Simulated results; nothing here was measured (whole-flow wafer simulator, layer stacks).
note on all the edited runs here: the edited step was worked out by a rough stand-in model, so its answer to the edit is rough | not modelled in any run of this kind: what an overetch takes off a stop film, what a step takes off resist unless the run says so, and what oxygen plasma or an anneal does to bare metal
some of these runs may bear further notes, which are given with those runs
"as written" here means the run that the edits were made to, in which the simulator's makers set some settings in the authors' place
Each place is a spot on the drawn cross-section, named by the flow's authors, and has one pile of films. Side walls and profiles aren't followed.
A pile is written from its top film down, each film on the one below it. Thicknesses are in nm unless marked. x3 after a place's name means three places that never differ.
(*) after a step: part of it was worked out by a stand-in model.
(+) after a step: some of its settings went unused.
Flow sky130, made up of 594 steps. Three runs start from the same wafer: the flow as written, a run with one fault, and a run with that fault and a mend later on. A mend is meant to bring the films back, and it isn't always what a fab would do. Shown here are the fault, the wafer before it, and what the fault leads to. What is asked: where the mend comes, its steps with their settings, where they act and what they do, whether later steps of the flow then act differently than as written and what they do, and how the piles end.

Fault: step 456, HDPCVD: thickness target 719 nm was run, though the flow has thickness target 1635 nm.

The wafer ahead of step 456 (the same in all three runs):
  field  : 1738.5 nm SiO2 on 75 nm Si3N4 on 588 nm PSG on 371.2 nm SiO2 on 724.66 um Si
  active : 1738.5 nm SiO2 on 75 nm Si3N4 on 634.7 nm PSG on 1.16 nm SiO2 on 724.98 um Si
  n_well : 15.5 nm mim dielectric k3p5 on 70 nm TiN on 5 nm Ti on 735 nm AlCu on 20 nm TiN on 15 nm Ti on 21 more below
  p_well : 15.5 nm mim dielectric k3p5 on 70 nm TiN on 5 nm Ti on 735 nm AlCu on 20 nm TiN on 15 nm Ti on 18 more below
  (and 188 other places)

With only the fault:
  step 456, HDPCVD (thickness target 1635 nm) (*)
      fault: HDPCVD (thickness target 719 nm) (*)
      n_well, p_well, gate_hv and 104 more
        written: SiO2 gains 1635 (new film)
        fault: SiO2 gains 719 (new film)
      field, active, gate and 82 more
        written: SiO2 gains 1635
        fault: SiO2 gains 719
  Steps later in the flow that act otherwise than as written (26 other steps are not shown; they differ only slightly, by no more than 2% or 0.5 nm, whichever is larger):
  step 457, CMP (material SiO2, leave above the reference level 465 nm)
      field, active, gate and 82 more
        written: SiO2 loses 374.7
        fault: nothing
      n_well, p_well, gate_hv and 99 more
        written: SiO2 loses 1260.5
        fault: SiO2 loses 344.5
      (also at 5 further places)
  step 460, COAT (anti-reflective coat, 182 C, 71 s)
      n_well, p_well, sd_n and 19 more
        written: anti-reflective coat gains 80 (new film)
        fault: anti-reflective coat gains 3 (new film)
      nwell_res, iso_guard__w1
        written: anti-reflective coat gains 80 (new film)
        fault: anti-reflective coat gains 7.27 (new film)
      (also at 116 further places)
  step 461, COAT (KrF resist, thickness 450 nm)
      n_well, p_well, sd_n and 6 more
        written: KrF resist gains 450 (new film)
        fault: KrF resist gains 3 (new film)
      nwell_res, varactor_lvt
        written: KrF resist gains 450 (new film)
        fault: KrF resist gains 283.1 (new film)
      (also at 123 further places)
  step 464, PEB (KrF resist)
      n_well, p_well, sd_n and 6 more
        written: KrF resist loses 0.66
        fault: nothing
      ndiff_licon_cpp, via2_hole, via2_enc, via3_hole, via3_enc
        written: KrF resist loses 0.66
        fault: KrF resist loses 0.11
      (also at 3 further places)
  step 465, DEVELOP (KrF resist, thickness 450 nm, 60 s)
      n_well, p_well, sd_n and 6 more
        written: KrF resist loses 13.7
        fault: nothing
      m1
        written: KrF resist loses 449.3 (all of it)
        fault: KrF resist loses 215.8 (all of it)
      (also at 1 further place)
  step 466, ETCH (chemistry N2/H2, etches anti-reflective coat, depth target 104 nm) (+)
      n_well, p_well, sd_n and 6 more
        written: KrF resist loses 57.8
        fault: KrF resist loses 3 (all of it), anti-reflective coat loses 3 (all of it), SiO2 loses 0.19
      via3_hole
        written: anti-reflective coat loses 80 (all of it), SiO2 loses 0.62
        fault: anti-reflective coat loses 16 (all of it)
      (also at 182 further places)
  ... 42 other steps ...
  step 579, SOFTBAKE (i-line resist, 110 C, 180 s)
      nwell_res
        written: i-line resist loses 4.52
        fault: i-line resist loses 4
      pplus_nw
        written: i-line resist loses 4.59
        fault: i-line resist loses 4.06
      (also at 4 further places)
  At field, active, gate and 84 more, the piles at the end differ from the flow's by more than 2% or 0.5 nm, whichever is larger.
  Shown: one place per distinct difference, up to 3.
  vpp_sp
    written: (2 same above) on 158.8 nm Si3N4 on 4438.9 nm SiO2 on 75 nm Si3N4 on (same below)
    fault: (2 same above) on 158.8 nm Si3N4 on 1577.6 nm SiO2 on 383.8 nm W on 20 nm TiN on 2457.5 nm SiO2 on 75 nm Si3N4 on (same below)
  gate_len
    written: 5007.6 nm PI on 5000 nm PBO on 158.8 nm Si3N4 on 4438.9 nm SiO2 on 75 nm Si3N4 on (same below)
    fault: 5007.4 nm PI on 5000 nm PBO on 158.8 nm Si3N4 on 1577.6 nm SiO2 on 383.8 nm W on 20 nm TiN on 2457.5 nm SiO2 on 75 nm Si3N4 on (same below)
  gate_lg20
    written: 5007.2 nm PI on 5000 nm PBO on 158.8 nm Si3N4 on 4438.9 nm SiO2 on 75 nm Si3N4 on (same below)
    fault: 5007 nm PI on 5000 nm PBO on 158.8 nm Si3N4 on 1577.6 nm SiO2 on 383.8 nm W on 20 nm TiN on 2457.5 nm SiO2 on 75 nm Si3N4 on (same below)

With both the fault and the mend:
  The mend follows step 456.
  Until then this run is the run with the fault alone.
  step 456a, HDPCVD (thickness target 916 nm) (*) (the flow's step 456 again, with other settings)
      field, active, n_well and 189 more
        SiO2 gains 916
  None of the later steps of the flow acts differently than as written at any place that is followed.
  At every place that both follow, the piles at the end match the flow's.
